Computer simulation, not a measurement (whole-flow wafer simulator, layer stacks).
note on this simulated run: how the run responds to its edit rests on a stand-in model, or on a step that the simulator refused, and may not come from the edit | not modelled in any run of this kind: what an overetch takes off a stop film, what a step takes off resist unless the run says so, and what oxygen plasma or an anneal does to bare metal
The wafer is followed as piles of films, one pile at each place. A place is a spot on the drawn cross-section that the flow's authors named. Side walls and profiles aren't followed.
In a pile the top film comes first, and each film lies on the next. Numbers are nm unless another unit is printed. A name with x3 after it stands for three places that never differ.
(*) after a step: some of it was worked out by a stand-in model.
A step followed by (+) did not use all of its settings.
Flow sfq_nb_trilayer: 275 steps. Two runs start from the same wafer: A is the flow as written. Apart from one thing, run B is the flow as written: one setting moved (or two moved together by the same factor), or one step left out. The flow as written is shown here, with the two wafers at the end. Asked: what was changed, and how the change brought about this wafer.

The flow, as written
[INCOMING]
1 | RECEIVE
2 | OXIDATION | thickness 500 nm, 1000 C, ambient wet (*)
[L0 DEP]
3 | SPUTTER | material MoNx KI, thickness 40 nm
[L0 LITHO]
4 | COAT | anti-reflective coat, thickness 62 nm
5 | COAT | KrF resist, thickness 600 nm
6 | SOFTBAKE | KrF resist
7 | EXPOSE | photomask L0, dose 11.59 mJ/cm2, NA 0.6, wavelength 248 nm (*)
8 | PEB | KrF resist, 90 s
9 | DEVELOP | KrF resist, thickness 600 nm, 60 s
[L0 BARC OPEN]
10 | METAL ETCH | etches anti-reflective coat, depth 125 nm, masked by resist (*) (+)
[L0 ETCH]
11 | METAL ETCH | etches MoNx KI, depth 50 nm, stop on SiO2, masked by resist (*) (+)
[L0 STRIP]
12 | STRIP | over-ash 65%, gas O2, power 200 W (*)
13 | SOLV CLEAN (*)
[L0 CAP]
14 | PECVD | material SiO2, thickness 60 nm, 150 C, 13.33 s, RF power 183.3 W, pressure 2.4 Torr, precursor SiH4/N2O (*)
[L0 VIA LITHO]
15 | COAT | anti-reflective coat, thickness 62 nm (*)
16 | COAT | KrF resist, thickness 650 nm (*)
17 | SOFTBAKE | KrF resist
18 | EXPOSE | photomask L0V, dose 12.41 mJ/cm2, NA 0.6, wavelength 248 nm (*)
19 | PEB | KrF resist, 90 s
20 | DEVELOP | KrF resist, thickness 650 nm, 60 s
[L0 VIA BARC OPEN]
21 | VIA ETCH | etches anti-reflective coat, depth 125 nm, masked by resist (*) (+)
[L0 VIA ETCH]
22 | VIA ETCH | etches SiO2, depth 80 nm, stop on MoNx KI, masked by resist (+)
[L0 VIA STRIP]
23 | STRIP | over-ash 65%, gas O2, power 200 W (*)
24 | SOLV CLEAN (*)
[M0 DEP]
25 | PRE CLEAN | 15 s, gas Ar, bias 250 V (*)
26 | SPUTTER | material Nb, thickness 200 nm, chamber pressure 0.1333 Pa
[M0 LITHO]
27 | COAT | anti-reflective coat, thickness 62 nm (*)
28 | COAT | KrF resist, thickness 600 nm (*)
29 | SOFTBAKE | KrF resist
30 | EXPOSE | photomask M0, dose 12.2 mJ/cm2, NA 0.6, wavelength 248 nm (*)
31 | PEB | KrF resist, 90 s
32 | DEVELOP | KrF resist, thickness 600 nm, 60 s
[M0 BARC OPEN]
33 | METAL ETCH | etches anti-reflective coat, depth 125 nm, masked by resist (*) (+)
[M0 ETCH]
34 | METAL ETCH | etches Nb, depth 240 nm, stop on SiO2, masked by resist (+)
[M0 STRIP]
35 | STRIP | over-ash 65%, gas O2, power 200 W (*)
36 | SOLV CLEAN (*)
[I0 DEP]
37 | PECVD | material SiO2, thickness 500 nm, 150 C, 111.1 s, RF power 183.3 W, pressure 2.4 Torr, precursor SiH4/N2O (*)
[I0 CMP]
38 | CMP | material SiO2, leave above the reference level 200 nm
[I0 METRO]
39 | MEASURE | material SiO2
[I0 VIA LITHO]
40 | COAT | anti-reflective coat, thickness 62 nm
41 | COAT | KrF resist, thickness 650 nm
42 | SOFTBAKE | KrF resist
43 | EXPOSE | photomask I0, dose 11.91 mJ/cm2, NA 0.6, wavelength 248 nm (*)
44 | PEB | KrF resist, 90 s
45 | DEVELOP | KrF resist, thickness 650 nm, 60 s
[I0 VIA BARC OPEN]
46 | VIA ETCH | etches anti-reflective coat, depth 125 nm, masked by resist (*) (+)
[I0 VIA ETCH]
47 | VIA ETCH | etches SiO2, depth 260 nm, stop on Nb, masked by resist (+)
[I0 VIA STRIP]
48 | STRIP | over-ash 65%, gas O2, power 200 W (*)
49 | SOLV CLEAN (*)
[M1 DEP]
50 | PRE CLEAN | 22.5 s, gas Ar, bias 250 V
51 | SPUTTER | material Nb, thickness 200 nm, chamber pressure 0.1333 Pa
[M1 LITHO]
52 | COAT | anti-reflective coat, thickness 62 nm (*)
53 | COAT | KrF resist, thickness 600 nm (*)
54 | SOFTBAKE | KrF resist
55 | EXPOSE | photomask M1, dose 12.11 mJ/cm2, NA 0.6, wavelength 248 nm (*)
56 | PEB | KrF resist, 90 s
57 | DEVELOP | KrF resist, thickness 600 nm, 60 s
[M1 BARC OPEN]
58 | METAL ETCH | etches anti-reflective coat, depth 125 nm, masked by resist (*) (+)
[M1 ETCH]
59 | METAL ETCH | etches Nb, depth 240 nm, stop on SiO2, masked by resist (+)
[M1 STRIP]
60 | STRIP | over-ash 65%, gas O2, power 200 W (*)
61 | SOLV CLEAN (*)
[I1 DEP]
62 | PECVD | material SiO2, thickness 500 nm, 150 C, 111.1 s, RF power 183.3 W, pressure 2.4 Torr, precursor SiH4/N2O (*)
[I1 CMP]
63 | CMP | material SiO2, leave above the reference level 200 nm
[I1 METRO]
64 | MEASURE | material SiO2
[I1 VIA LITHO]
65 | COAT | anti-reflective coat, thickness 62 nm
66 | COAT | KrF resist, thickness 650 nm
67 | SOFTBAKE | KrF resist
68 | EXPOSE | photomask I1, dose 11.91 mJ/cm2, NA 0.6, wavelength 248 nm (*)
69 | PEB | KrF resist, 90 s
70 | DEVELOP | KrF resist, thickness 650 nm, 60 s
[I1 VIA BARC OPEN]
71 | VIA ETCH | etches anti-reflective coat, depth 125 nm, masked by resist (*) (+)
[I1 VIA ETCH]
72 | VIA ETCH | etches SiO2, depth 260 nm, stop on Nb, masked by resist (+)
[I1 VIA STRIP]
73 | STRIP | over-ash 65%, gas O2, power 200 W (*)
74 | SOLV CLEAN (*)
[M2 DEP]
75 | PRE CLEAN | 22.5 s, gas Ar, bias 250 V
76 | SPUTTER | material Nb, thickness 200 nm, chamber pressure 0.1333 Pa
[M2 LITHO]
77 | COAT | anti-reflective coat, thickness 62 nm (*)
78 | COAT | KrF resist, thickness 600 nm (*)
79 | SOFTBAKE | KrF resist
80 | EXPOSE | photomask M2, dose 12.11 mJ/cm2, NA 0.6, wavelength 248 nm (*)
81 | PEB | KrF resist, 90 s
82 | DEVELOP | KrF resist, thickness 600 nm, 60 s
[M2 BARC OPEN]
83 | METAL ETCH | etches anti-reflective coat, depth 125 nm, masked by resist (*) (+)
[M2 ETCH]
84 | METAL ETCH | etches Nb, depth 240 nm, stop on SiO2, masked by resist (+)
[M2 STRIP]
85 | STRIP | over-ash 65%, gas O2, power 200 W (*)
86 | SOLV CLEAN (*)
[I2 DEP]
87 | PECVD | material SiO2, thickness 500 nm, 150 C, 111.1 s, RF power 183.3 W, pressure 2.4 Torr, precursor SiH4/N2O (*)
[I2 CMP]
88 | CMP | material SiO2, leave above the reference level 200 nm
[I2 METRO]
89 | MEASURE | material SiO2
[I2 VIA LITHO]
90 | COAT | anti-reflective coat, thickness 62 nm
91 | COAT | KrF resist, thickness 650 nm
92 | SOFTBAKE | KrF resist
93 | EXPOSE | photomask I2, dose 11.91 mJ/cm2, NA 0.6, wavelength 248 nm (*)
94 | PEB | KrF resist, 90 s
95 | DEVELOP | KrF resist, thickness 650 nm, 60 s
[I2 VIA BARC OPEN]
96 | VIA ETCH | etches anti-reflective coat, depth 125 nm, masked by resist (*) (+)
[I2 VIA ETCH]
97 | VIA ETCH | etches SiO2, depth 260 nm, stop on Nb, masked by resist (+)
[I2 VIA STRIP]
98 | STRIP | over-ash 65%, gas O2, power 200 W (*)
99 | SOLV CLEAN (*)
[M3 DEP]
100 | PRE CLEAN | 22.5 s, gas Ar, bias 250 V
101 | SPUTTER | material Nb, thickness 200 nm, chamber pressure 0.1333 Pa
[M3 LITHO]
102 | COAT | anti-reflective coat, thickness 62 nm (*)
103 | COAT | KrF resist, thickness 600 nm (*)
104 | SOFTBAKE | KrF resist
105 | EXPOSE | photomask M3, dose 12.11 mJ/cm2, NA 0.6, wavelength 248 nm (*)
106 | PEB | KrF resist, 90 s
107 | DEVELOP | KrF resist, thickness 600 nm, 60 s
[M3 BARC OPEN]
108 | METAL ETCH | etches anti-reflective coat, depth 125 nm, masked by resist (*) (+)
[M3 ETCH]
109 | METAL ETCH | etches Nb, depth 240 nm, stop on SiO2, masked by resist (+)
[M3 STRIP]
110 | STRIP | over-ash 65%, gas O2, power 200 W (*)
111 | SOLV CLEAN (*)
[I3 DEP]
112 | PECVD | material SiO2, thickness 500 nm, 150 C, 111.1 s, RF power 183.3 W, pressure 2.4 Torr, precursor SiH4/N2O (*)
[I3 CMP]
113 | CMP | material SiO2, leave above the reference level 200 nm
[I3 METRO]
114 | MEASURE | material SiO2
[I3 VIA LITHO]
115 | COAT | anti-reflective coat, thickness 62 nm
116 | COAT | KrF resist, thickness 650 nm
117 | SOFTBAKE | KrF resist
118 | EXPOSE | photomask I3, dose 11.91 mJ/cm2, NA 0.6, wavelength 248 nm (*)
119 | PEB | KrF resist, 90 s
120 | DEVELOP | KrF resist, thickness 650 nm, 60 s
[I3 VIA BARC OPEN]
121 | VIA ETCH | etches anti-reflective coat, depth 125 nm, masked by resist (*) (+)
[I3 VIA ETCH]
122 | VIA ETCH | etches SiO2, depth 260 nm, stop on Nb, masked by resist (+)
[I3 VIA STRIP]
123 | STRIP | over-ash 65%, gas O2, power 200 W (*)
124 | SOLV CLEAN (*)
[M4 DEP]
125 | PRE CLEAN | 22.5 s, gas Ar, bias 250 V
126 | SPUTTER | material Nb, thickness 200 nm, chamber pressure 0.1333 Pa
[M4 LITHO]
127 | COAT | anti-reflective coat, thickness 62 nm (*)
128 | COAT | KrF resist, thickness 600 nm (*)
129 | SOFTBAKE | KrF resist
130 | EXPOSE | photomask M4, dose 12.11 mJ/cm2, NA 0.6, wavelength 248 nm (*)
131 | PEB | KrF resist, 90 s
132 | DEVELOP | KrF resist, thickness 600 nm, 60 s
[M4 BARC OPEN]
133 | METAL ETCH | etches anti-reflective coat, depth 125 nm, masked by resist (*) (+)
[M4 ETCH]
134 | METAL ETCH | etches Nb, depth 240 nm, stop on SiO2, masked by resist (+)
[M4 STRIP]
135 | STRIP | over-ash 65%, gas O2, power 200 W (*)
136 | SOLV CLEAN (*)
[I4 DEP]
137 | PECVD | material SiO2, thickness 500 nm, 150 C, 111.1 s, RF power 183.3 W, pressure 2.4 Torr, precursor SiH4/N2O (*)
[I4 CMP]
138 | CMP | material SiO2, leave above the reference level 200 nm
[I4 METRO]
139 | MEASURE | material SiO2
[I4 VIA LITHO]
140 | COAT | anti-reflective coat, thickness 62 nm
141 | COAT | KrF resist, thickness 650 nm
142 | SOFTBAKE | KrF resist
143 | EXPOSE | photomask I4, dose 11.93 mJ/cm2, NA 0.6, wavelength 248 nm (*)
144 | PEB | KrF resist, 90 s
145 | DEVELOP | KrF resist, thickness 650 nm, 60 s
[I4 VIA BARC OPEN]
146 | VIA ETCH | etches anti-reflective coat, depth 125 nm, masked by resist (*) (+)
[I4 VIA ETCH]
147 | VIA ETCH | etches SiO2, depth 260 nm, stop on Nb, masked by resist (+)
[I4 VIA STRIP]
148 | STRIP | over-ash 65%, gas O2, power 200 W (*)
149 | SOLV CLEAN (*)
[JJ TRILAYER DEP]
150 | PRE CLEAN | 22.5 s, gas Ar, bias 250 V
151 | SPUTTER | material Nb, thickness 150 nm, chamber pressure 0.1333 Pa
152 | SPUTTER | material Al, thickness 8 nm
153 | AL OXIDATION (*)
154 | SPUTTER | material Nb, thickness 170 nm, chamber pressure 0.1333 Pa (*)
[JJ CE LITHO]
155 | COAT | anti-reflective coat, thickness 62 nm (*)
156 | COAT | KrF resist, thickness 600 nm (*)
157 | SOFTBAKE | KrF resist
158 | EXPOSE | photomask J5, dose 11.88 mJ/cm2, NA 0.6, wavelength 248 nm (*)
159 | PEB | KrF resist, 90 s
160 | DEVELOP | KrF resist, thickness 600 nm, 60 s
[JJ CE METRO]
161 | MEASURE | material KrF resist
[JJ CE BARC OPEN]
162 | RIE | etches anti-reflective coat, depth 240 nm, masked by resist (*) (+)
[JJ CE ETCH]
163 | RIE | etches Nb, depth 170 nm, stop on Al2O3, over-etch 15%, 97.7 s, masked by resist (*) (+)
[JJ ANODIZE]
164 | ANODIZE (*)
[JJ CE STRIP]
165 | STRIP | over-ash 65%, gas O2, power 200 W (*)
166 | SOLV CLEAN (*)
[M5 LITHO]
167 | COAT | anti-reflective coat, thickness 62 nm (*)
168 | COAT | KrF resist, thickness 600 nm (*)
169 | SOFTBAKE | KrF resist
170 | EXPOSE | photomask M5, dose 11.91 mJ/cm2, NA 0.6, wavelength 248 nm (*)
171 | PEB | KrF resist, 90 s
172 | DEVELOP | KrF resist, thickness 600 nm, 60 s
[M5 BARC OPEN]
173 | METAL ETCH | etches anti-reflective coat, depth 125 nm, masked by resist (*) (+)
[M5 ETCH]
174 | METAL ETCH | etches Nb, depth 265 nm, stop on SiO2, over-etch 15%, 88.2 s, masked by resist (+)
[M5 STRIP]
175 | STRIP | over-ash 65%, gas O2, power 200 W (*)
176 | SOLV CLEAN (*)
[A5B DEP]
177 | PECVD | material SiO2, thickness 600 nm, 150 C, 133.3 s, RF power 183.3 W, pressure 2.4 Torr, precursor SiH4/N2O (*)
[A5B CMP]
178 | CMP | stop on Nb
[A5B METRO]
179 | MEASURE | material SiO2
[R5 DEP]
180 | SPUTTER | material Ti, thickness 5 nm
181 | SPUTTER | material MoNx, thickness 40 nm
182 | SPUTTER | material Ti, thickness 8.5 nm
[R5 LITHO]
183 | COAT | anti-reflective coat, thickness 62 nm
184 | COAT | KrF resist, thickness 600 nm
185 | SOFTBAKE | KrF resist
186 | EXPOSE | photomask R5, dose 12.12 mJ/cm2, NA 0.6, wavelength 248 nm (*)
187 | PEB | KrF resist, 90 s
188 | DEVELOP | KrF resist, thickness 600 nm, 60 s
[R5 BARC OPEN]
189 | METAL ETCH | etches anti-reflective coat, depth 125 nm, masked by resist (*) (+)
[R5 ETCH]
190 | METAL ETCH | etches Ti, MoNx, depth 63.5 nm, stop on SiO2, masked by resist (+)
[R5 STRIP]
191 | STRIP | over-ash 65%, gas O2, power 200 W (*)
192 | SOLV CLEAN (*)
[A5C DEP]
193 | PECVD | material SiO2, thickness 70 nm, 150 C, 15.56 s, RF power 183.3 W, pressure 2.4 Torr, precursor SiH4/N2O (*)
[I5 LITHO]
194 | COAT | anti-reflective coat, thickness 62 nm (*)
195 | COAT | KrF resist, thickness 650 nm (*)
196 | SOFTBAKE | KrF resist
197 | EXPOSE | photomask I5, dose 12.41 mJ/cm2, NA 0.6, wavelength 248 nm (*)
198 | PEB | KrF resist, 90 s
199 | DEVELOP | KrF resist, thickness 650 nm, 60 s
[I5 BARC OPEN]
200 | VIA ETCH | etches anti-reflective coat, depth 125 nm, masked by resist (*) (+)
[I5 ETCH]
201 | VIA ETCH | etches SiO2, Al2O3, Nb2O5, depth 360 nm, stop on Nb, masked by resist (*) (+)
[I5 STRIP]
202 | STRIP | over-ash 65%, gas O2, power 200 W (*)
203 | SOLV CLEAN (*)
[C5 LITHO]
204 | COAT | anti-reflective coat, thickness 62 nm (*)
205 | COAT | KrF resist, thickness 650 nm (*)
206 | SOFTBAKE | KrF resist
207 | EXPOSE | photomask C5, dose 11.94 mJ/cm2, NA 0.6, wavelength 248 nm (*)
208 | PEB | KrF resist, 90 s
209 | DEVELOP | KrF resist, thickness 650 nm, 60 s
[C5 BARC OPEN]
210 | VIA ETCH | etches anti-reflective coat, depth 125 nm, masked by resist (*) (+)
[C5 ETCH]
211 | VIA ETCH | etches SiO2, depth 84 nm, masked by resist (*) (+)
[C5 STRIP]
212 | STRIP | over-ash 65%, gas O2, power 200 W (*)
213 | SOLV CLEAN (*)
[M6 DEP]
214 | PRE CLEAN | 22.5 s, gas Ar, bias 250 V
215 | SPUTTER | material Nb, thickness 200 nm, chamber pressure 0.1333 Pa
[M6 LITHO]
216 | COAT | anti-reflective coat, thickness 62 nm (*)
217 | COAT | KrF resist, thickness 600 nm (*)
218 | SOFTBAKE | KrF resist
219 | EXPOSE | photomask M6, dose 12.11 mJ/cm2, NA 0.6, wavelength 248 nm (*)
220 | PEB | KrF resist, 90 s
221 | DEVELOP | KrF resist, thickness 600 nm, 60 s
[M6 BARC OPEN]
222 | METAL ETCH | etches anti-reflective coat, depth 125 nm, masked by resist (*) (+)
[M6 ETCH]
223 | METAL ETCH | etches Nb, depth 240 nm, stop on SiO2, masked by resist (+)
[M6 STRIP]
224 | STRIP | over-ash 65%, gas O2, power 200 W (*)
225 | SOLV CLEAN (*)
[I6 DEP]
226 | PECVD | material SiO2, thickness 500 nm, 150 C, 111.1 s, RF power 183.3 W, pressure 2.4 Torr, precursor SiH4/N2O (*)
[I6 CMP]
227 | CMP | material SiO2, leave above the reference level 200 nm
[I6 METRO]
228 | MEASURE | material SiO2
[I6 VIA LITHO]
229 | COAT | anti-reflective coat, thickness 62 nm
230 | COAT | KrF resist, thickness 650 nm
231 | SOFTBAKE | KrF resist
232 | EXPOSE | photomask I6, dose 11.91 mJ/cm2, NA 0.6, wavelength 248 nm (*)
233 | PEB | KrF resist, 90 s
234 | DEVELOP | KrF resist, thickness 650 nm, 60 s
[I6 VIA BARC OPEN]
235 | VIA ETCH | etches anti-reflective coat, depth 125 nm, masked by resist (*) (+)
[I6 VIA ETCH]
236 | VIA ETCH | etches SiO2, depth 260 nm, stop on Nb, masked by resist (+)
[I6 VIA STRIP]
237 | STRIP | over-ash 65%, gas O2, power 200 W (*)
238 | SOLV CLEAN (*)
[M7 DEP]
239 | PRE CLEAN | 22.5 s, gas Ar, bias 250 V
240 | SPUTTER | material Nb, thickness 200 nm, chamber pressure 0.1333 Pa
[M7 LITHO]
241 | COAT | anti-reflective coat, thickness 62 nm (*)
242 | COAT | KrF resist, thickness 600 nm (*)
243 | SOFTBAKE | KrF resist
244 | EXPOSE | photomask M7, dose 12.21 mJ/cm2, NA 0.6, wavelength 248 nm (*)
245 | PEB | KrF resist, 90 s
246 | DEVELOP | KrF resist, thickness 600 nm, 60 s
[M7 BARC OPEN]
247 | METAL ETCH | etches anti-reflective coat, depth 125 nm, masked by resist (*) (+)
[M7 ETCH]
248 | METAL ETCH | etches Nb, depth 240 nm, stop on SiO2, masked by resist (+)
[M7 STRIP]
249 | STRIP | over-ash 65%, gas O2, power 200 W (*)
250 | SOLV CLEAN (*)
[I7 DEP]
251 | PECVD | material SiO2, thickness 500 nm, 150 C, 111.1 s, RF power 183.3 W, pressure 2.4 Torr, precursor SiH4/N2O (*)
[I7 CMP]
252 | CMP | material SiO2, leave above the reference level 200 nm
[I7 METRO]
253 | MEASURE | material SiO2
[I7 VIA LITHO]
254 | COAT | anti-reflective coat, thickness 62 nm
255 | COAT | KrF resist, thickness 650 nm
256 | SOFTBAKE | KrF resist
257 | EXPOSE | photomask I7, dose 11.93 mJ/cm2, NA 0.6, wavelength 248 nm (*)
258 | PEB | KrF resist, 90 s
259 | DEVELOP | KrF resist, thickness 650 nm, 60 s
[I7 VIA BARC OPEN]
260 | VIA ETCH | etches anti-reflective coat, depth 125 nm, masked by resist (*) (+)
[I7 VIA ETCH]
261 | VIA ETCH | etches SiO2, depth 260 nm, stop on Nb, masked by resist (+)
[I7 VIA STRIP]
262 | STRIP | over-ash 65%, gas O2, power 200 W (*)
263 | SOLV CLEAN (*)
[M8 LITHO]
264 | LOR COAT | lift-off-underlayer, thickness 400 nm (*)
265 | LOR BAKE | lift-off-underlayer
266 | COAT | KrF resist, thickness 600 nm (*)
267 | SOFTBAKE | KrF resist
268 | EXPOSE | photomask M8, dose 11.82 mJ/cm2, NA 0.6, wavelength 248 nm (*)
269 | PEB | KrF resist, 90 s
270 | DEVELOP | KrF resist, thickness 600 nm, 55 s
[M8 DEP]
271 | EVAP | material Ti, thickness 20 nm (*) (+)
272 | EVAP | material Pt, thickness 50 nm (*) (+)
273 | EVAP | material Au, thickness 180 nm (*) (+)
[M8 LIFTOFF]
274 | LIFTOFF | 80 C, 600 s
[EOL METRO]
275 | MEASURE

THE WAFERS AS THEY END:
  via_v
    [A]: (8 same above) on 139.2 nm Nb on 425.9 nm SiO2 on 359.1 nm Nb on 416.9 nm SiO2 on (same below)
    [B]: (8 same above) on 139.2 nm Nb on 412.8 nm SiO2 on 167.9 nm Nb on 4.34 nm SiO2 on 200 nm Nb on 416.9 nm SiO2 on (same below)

What caused this: step 122, VIA ETCH: depth 188 nm was run, whereas the flow has depth 260 nm.

Step by step, how the change led to this:
  122 | VIA ETCH | etches SiO2, depth 260 nm, stop on Nb, masked by resist (+)
      via_v: A SiO2 loses 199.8 (all of it) | B SiO2 loses 188
      field_l, v_sur, via_wl and 102 more: A KrF resist loses 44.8 | B KrF resist loses 32.4
  123 | STRIP | over-ash 65%, gas O2, power 200 W (*)
      field_l, v_sur, via_wl and 102 more: A KrF resist loses 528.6 (all of it), anti-reflective coat loses 62 (all of it) | B KrF resist loses 541 (all of it), anti-reflective coat loses 62 (all of it)
  125 | PRE CLEAN | 22.5 s, gas Ar, bias 250 V
      via_v: A Nb loses 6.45 | B SiO2 loses 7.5
  126 | SPUTTER | material Nb, thickness 200 nm, chamber pressure 0.1333 Pa
      via_v: A Nb gains 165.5 | B Nb gains 167.9 (new film)
  127 | COAT | anti-reflective coat, thickness 62 nm (*)
      via_v: A anti-reflective coat gains 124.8 (new film) | B anti-reflective coat gains 115.8 (new film)
      wire: A anti-reflective coat gains 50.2 (new film) | B anti-reflective coat gains 48.5 (new film)
  135 | STRIP | over-ash 65%, gas O2, power 200 W (*)
      via_v: A KrF resist loses 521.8 (all of it), anti-reflective coat loses 124.8 (all of it) | B KrF resist loses 517.7 (all of it), anti-reflective coat loses 115.8 (all of it)
      wire: A KrF resist loses 374.5 (all of it), anti-reflective coat loses 50.2 (all of it) | B KrF resist loses 376 (all of it), anti-reflective coat loses 48.5 (all of it)
  137 | PECVD | material SiO2, thickness 500 nm, 150 C, 111.1 s, RF power 183.3 W, pressure 2.4 Torr, precursor SiH4/N2O (*)
      via_v: A SiO2 gains 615 (new film) | B SiO2 gains 577.3 (new film)
  138 | CMP | material SiO2, leave above the reference level 200 nm
      via_v: A SiO2 loses 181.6 | B SiO2 loses 157.1
With metal films that touch counted as one body, via_v has 7 bodies (between them, from the top down: SiO2 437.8; SiO2 209 / Al2O3 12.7 / Nb2O5 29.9; SiO2 412.8; SiO2 4.34; SiO2 416.9; SiO2 192.5); the flow as written gives 6 bodies (between them, from the top down: SiO2 437.8; SiO2 209 / Al2O3 12.7 / Nb2O5 29.9; SiO2 425.9; SiO2 416.9; SiO2 192.5).
